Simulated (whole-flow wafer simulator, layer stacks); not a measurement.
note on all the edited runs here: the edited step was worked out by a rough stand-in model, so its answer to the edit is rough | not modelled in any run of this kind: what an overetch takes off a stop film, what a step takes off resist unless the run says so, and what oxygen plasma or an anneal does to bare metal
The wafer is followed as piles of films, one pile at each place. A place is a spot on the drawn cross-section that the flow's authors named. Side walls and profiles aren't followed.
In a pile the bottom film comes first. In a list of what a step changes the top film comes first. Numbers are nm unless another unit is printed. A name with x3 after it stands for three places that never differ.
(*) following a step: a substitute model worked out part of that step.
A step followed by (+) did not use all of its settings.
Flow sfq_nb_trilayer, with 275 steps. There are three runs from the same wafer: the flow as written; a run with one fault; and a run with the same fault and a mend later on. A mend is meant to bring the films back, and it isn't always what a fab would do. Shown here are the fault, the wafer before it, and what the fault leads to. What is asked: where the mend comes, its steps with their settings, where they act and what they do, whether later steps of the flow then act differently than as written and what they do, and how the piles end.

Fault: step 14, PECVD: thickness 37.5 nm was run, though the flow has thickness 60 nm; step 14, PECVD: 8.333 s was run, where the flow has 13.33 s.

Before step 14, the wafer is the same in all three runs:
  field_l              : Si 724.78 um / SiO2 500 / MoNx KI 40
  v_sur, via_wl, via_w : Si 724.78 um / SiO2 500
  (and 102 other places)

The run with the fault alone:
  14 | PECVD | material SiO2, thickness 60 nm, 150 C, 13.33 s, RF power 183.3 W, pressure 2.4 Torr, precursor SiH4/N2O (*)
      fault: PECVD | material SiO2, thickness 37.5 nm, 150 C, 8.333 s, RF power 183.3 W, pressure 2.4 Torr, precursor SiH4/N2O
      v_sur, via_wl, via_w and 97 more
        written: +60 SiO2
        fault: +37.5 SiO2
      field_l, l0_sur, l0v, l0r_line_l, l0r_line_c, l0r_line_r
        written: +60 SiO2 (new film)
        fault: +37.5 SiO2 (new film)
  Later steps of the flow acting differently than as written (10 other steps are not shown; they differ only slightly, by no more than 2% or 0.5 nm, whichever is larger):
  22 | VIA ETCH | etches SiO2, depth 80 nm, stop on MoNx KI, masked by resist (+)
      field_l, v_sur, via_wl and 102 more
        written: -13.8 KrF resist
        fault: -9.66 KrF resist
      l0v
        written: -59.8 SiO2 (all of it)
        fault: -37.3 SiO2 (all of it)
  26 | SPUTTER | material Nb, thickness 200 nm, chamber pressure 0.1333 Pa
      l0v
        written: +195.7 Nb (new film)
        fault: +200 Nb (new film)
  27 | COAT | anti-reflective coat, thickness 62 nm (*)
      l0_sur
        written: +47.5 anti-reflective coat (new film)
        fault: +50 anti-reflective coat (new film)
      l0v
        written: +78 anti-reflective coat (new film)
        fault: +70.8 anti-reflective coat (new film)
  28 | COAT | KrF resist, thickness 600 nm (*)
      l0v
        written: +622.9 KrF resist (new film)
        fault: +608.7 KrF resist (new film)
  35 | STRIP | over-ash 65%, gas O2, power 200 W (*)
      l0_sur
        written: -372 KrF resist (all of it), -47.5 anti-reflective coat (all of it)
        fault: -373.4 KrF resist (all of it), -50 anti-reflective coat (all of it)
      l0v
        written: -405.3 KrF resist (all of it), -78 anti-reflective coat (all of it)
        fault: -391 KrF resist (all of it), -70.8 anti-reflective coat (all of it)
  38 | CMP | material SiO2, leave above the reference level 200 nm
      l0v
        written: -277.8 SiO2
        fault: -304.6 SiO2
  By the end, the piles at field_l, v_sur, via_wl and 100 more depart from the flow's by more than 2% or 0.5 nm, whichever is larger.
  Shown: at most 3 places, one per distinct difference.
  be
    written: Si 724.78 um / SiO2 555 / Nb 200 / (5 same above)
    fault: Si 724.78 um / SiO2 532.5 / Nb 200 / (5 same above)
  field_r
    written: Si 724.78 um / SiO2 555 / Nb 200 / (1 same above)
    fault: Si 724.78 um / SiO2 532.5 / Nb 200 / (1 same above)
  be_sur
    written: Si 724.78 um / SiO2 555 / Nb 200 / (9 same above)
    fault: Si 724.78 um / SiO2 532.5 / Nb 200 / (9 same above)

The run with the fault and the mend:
  After step 14 comes the mend.
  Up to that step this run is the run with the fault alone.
  14a | PECVD | material SiO2, thickness 22.5 nm, 150 C, 5 s, RF power 183.3 W, pressure 2.4 Torr, precursor SiH4/N2O (a further turn of the flow's step 14, with different settings)
      field_l, v_sur, via_wl and 103 more
        +22.5 SiO2
  Every later step of the flow that is run acts as written, at every place that is followed, to within 2% or 0.5 nm, whichever is larger.
  The piles end the same as the flow's at every place that both follow.
